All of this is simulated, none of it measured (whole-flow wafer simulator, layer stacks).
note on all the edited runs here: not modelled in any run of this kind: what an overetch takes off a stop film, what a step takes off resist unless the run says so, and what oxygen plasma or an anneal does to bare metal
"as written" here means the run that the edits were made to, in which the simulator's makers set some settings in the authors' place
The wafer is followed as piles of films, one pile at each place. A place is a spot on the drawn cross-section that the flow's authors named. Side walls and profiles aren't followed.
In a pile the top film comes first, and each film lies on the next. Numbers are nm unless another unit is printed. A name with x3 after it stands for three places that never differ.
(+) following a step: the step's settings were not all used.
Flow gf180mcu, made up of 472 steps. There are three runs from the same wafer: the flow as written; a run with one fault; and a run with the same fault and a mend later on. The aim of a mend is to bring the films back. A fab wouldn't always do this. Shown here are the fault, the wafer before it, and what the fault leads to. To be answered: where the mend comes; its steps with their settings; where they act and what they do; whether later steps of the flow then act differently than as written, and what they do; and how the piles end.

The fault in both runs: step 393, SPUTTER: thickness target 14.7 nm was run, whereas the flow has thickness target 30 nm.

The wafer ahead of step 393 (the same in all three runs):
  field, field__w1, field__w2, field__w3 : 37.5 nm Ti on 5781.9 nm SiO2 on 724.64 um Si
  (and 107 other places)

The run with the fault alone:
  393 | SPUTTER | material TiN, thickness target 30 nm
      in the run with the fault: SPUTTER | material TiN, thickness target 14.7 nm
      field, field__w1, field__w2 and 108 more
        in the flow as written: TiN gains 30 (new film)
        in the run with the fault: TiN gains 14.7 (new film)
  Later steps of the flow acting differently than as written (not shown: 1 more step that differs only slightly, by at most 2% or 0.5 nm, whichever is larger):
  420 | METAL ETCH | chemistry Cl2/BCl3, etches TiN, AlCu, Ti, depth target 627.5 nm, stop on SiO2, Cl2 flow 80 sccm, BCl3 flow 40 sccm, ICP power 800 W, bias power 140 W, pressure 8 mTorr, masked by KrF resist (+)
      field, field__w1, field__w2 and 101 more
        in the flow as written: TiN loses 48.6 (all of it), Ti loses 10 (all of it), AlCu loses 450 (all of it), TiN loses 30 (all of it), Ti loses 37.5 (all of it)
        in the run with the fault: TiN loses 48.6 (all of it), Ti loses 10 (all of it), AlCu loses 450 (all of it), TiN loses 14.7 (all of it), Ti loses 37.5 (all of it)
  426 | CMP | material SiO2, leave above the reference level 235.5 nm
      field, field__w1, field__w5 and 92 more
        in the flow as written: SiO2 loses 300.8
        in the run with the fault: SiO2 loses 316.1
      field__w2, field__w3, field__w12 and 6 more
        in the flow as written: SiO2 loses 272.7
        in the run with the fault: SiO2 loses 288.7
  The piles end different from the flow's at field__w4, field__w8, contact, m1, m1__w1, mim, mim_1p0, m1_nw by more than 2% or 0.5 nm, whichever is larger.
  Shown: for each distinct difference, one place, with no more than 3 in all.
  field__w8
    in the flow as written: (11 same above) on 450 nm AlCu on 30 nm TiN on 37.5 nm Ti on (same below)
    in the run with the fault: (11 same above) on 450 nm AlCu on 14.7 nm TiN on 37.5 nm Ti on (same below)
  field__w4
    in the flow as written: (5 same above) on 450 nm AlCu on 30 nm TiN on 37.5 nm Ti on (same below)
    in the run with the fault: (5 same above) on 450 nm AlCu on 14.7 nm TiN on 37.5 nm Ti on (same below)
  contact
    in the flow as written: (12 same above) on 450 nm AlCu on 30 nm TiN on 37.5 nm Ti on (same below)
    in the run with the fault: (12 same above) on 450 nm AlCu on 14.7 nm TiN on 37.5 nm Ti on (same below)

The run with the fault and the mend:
  After step 393 comes the mend.
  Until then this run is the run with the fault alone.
  393a | SPUTTER | material TiN, thickness target 15.3 nm (the flow's step 393 again, with other settings)
      field, field__w1, field__w2 and 108 more
        TiN gains 15.3
  Every later step of the flow that is run acts as written at every place that is followed.
  At every place that both follow, the piles at the end match the flow's.
